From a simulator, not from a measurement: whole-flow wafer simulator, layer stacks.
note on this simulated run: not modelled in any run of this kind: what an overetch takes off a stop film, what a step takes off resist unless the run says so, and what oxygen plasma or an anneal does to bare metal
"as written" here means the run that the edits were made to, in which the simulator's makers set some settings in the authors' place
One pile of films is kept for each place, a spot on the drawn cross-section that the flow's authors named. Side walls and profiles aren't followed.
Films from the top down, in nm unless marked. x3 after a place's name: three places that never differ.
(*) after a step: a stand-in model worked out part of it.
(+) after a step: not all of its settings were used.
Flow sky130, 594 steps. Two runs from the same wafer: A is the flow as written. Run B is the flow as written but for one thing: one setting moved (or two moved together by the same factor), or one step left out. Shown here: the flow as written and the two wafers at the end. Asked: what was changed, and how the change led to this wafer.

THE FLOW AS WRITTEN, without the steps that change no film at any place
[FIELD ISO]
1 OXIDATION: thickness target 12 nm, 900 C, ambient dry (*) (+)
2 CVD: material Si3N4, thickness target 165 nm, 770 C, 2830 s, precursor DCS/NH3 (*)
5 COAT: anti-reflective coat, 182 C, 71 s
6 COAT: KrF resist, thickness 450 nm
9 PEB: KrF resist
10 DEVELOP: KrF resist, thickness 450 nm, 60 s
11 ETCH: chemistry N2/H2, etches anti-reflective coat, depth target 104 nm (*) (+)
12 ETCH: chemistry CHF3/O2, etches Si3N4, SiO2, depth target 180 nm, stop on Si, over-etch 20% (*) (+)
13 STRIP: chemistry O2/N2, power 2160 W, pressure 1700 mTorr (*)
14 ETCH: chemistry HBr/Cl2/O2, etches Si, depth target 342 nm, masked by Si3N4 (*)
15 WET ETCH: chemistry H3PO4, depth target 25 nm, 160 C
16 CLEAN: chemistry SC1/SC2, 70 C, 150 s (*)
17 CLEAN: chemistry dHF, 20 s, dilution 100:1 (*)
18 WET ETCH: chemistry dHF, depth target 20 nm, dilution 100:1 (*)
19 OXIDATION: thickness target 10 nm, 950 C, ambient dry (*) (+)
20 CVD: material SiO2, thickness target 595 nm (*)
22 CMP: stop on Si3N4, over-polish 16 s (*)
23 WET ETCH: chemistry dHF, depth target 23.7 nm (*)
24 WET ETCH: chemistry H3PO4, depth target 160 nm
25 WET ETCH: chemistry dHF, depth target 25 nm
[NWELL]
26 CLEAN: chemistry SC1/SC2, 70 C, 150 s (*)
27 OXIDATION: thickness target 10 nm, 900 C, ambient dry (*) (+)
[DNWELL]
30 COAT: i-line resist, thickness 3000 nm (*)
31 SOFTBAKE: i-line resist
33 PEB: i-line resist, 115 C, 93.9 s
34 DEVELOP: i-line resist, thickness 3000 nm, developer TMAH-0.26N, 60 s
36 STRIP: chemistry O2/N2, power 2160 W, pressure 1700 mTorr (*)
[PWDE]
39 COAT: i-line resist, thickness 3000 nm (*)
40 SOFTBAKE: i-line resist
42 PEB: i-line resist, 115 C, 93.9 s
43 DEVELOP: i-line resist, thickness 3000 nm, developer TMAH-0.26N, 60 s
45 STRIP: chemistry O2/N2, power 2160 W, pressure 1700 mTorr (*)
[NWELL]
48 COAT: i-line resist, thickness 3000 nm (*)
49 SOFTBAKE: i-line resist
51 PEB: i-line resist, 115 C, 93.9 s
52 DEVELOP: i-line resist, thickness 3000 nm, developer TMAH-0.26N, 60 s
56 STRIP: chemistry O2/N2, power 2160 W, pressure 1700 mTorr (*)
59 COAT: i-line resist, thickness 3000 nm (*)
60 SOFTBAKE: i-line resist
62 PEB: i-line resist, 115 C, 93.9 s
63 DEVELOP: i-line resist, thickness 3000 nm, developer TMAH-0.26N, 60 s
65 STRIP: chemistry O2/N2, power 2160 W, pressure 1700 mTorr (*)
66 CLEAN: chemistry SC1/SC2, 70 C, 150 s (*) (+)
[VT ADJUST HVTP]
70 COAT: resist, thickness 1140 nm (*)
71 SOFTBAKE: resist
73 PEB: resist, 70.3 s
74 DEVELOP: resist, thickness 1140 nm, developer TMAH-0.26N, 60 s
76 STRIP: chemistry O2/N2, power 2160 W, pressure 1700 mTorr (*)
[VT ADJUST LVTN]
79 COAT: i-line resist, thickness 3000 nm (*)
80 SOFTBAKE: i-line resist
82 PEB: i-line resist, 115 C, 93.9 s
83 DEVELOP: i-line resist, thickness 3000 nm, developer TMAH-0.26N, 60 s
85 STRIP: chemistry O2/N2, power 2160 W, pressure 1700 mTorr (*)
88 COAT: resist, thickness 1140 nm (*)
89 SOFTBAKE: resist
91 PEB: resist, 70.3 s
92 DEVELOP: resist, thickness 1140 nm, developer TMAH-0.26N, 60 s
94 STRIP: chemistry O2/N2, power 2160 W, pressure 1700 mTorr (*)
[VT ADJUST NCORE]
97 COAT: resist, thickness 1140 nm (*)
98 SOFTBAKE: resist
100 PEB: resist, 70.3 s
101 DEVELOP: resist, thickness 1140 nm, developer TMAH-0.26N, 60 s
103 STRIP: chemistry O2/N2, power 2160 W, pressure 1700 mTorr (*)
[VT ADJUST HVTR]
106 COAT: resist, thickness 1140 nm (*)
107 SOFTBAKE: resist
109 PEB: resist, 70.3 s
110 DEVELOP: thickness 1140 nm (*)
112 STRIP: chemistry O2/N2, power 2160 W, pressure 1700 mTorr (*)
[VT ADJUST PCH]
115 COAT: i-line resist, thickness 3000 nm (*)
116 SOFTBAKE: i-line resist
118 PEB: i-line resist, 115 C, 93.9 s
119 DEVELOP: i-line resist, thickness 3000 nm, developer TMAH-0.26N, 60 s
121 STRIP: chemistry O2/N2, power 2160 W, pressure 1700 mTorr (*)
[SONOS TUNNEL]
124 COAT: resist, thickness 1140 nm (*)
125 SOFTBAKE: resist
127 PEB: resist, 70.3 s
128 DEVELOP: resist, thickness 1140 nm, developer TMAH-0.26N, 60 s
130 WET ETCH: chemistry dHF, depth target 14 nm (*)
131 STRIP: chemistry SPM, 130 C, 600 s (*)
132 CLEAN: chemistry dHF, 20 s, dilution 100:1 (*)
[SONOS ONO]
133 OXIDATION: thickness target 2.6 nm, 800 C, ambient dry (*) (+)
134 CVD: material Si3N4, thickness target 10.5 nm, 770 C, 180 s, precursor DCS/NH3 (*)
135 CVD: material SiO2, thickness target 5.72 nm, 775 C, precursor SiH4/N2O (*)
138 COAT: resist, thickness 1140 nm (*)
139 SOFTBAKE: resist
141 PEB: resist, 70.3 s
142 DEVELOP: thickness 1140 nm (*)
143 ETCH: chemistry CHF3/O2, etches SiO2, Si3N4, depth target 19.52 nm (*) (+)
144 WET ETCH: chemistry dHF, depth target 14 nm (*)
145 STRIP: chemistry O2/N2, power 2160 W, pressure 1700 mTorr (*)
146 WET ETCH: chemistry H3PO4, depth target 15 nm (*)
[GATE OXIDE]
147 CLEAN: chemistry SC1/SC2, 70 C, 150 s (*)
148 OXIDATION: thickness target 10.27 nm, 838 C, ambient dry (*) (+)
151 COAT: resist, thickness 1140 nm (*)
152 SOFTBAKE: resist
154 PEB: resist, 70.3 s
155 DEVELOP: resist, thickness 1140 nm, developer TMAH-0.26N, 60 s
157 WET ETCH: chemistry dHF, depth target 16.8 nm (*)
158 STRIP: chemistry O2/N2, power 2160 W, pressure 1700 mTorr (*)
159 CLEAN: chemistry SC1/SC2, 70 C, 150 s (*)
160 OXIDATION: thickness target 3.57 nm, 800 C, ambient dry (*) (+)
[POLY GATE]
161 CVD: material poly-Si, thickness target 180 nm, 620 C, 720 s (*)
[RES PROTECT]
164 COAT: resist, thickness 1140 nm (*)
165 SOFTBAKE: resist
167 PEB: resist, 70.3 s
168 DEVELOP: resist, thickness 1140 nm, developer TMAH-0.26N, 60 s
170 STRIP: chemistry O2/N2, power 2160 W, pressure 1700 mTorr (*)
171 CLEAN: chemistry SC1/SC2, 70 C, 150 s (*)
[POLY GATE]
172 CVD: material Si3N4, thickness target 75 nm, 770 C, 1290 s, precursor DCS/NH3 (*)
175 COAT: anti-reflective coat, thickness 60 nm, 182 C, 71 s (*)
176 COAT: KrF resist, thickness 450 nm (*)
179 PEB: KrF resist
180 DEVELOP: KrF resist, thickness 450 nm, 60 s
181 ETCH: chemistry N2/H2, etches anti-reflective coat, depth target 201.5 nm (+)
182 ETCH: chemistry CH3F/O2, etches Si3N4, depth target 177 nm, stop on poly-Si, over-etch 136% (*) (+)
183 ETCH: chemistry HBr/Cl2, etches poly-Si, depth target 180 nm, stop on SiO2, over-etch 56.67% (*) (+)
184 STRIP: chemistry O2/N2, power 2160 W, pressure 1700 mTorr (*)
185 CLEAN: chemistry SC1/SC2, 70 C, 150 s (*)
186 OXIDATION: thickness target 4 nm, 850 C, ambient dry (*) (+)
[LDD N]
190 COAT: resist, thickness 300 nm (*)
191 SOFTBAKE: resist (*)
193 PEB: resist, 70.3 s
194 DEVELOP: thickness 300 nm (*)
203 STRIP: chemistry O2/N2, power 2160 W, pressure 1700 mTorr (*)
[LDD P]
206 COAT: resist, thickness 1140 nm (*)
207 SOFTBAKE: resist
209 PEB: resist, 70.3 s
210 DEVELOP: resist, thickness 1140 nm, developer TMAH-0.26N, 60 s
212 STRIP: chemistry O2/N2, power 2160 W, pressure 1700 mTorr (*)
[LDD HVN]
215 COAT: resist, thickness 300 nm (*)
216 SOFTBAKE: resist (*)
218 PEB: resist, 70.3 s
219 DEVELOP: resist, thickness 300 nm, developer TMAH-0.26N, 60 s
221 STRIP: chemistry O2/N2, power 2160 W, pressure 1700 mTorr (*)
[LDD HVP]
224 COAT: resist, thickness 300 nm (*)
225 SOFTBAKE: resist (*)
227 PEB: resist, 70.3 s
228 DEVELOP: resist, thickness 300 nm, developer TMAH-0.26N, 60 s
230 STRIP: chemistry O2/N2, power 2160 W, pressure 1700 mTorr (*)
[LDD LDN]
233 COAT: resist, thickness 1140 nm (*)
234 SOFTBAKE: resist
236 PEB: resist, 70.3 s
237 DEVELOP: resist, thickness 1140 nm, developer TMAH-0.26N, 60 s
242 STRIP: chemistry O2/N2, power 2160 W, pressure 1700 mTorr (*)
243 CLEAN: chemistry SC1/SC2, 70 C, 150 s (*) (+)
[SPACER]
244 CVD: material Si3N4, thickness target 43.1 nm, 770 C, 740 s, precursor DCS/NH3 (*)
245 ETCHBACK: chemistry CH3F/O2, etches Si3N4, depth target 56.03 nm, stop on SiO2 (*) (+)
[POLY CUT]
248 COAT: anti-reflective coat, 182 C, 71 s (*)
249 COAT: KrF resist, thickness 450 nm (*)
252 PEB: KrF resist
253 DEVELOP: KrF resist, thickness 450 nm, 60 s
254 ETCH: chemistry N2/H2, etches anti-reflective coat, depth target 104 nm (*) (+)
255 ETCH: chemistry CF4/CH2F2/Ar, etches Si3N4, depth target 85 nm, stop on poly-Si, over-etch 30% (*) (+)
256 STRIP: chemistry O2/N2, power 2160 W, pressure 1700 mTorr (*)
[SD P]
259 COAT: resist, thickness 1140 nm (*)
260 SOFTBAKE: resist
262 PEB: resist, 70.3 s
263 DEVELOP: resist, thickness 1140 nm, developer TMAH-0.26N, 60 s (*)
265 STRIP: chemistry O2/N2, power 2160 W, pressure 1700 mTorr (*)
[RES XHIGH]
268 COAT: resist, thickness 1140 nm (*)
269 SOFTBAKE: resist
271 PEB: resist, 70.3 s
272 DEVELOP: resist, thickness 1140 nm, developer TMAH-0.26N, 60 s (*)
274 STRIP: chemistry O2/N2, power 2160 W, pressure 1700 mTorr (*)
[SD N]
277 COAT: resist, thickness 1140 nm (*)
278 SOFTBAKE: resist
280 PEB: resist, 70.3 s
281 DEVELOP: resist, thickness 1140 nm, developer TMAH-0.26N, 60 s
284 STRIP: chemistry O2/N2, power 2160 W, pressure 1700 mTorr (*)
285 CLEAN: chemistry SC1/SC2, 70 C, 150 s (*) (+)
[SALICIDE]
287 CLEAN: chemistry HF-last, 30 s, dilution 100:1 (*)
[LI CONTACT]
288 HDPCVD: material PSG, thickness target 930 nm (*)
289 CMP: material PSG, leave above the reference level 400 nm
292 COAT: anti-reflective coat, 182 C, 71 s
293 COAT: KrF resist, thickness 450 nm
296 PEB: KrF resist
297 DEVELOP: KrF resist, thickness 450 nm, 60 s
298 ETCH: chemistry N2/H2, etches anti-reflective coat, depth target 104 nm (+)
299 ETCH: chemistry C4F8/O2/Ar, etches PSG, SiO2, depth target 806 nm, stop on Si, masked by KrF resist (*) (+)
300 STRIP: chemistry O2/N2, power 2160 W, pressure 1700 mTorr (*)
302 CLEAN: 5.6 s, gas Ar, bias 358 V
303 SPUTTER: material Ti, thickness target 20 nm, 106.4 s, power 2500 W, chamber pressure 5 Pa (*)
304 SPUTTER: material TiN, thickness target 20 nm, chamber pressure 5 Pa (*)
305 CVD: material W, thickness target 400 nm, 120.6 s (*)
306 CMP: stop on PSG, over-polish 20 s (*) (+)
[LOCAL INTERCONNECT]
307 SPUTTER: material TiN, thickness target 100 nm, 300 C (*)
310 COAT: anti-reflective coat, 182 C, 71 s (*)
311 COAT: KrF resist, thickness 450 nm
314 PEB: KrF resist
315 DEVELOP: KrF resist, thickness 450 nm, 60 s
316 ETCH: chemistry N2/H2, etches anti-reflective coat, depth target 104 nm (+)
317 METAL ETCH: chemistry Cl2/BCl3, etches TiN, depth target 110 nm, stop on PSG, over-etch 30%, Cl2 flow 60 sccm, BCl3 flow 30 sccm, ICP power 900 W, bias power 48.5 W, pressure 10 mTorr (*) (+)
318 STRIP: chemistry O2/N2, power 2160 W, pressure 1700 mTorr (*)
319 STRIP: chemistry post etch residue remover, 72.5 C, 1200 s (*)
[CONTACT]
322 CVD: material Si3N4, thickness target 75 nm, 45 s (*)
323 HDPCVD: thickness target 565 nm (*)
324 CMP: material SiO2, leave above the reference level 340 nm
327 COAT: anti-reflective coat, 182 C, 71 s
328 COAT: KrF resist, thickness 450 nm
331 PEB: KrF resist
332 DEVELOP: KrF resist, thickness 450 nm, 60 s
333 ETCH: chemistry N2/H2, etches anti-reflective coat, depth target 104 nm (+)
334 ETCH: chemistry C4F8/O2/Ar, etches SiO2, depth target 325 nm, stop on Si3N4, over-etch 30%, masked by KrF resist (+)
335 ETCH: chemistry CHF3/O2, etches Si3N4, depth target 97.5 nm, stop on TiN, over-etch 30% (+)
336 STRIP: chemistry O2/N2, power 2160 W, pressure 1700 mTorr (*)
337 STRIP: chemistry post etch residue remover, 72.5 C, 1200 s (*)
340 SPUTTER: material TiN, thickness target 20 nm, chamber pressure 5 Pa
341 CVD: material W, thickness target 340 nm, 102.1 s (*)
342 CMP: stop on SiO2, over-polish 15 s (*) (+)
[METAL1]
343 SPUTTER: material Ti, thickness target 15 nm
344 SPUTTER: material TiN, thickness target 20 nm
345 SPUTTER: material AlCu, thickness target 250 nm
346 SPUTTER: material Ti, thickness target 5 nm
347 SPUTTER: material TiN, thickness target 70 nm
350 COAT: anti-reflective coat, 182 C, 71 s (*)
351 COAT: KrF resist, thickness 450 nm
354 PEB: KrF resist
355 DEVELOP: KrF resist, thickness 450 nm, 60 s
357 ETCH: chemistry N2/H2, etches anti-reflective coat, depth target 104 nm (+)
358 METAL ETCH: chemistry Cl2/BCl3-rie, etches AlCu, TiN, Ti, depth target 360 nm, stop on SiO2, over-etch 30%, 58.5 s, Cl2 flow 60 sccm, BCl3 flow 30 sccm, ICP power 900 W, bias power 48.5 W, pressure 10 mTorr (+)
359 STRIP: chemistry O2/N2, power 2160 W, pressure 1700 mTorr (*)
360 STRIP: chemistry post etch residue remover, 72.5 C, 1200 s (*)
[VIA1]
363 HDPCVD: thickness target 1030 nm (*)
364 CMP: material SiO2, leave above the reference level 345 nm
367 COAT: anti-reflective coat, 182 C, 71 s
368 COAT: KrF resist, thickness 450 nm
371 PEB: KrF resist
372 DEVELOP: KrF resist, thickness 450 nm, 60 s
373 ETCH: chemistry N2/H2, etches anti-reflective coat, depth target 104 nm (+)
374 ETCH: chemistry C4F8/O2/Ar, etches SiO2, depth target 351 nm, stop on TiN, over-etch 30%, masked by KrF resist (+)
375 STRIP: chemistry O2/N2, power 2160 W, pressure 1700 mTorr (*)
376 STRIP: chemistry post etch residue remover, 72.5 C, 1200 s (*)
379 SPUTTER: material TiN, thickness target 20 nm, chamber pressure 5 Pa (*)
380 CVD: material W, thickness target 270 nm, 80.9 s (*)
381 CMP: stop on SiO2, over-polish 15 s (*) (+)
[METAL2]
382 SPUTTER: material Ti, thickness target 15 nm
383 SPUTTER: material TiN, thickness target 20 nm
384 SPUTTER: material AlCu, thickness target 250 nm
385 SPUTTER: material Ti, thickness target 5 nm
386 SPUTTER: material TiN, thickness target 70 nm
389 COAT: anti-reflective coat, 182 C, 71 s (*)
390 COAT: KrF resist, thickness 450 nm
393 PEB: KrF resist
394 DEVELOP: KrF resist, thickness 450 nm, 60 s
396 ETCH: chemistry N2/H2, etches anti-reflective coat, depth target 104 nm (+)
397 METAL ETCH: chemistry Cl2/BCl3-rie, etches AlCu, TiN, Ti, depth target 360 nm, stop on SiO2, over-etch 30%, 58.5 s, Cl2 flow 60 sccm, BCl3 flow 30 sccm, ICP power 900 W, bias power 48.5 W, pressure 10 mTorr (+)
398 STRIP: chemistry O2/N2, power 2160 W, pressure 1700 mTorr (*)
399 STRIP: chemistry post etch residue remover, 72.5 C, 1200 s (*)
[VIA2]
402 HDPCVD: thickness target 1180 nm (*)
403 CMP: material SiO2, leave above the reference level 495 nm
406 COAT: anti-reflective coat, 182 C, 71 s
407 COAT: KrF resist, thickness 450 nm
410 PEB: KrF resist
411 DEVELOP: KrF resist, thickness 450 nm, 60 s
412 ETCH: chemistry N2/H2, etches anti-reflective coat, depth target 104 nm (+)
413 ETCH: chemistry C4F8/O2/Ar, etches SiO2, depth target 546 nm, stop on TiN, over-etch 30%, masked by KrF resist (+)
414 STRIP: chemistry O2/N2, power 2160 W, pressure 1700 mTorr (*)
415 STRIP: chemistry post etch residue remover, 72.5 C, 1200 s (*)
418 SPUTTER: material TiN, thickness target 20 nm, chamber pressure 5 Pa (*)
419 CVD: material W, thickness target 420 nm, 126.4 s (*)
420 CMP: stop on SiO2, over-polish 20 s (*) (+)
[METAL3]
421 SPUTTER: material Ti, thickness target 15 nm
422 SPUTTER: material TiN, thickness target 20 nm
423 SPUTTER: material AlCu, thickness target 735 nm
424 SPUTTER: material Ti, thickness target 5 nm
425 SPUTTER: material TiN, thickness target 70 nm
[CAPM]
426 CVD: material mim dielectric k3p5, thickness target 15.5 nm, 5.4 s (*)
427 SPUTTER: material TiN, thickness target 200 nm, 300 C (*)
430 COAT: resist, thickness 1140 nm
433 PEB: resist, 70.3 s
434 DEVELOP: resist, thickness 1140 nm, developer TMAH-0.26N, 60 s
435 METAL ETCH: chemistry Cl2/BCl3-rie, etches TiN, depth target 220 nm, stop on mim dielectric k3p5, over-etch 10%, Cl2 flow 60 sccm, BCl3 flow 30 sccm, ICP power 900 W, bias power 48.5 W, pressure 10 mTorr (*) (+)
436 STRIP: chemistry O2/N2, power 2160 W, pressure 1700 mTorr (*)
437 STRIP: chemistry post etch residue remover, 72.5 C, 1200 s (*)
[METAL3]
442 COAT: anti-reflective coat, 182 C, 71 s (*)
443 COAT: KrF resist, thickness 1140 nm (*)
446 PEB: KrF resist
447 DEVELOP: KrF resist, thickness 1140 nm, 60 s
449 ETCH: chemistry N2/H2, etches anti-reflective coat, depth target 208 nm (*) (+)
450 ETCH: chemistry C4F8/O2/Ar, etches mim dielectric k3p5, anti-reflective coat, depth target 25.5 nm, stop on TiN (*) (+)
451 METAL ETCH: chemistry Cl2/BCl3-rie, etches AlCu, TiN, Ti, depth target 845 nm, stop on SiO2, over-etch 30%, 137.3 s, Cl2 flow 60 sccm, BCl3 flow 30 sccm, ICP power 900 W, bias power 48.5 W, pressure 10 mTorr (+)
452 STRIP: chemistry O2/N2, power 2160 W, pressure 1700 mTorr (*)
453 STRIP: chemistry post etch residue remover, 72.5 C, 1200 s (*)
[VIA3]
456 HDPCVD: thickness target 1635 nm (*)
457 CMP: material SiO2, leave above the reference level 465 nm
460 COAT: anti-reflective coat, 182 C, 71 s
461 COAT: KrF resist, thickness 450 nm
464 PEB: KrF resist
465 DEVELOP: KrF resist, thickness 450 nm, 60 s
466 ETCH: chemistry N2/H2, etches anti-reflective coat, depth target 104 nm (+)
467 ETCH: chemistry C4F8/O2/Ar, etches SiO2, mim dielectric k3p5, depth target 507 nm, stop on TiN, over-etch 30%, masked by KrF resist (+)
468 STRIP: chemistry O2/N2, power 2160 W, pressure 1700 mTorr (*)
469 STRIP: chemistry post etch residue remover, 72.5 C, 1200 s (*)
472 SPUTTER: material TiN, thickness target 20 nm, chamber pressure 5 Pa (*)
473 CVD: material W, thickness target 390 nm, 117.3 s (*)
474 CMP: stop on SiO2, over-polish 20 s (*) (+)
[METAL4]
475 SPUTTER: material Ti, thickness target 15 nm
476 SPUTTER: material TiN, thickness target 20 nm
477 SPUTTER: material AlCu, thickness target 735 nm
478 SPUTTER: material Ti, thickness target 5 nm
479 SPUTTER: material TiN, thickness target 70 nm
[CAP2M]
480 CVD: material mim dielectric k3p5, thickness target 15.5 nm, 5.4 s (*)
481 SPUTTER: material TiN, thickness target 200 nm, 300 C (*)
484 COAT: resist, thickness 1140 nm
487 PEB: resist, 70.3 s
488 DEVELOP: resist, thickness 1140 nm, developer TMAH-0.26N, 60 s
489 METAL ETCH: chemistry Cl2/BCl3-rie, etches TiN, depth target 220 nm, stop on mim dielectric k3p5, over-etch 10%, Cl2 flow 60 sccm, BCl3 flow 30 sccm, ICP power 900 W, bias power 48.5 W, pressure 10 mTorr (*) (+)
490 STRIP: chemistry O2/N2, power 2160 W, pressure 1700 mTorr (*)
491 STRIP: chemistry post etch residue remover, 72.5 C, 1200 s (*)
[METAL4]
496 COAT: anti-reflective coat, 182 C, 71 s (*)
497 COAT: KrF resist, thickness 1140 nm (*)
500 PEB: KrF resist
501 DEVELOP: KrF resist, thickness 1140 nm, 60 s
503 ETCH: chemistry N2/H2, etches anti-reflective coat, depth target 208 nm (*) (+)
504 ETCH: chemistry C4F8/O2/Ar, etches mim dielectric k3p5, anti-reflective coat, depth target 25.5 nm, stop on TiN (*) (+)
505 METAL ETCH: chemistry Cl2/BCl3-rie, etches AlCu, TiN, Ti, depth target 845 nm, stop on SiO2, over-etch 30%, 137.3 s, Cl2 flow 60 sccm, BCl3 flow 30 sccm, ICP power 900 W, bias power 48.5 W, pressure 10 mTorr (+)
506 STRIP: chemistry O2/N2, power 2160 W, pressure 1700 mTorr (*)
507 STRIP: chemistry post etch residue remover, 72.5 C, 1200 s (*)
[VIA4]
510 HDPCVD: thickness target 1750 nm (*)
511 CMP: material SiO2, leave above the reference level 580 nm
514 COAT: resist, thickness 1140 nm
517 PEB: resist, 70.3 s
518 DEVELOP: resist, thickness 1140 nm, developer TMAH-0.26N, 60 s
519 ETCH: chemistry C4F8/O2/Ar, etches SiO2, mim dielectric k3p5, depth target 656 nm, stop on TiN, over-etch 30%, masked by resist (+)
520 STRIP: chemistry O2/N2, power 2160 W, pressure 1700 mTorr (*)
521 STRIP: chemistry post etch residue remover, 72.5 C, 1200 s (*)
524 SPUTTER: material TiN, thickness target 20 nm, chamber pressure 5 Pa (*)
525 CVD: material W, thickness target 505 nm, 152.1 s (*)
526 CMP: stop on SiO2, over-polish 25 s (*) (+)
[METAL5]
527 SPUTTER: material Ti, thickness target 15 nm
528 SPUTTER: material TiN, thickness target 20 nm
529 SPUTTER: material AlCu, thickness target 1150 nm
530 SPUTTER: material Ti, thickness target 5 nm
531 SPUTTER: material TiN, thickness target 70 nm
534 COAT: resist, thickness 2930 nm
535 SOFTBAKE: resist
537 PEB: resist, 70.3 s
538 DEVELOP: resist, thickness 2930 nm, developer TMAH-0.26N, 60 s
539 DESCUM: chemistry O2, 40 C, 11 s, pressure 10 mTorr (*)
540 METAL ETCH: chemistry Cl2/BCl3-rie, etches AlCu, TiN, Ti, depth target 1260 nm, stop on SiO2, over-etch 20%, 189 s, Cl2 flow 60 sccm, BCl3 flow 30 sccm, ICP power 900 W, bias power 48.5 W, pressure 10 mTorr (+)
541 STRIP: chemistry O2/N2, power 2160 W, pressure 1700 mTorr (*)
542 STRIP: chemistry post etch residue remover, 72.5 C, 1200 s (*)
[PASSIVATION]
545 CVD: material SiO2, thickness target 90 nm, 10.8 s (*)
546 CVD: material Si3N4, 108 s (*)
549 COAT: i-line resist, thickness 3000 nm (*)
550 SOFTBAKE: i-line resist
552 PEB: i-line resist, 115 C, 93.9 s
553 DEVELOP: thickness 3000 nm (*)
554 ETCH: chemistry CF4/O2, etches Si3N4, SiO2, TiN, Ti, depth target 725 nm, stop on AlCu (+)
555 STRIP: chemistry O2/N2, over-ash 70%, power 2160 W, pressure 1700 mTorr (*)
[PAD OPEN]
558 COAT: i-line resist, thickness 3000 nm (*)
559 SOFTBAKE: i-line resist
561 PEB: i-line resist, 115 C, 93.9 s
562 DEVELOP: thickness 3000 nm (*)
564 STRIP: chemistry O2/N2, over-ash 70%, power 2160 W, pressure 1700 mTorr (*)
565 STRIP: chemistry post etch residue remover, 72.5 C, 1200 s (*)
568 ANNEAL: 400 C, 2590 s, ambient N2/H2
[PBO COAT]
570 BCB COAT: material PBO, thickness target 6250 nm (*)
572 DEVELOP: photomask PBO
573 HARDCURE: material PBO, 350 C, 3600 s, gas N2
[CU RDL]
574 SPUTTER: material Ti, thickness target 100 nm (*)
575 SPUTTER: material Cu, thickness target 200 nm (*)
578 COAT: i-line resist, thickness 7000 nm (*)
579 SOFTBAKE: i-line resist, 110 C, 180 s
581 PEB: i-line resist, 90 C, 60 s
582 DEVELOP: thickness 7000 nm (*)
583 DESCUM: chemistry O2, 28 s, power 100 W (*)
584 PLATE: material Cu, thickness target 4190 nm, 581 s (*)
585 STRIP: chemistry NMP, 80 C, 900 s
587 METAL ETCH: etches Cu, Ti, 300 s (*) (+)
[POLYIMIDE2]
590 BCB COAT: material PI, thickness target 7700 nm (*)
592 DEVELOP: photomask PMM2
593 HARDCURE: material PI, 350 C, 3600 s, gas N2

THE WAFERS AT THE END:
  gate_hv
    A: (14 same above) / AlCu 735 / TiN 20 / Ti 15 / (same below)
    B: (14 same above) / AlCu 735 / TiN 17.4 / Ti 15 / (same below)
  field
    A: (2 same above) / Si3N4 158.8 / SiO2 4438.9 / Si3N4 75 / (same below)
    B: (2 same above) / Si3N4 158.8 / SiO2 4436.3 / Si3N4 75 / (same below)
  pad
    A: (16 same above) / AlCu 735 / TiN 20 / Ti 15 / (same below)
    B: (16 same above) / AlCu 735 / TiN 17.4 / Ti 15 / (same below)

The cause: step 422, SPUTTER: thickness target 17.4 nm was run, where the flow has thickness target 20 nm.
It can be read off the wafer: gate_hv has TiN 17.4, and step 422 as written asks for 20 nm.

How the change led to this, step by step:
  422 SPUTTER: material TiN, thickness target 20 nm
      field, active, n_well and 188 more: A TiN +20 (new film) | B TiN +17.4 (new film)
  451 METAL ETCH: chemistry Cl2/BCl3-rie, etches AlCu, TiN, Ti, depth target 845 nm, stop on SiO2, over-etch 30%, 137.3 s, Cl2 flow 60 sccm, BCl3 flow 30 sccm, ICP power 900 W, bias power 48.5 W, pressure 10 mTorr (+)
      field, gate, spacer and 68 more: A TiN -70 (all of it), Ti -5 (all of it), AlCu -735 (all of it), TiN -20 (all of it), Ti -15 (all of it), SiO2 -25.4 | B TiN -70 (all of it), Ti -5 (all of it), AlCu -735 (all of it), TiN -17.4 (all of it), Ti -15 (all of it), SiO2 -25.6
      active, vpp_ln, vpp_iso2 and 11 more: A TiN -70 (all of it), Ti -5 (all of it), AlCu -735 (all of it), TiN -20 (all of it), Ti -15 (all of it), SiO2 -25.3 | B TiN -70 (all of it), Ti -5 (all of it), AlCu -735 (all of it), TiN -17.4 (all of it), Ti -15 (all of it), SiO2 -25.6
  550 SOFTBAKE: i-line resist
      via1_hole: A i-line resist -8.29 | B i-line resist -7.42
      via1_enc: A i-line resist -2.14 | B i-line resist -1.33
  559 SOFTBAKE: i-line resist
      via1_hole: A i-line resist -8.29 | B i-line resist -7.42
      via1_enc: A i-line resist -2.14 | B i-line resist -1.33
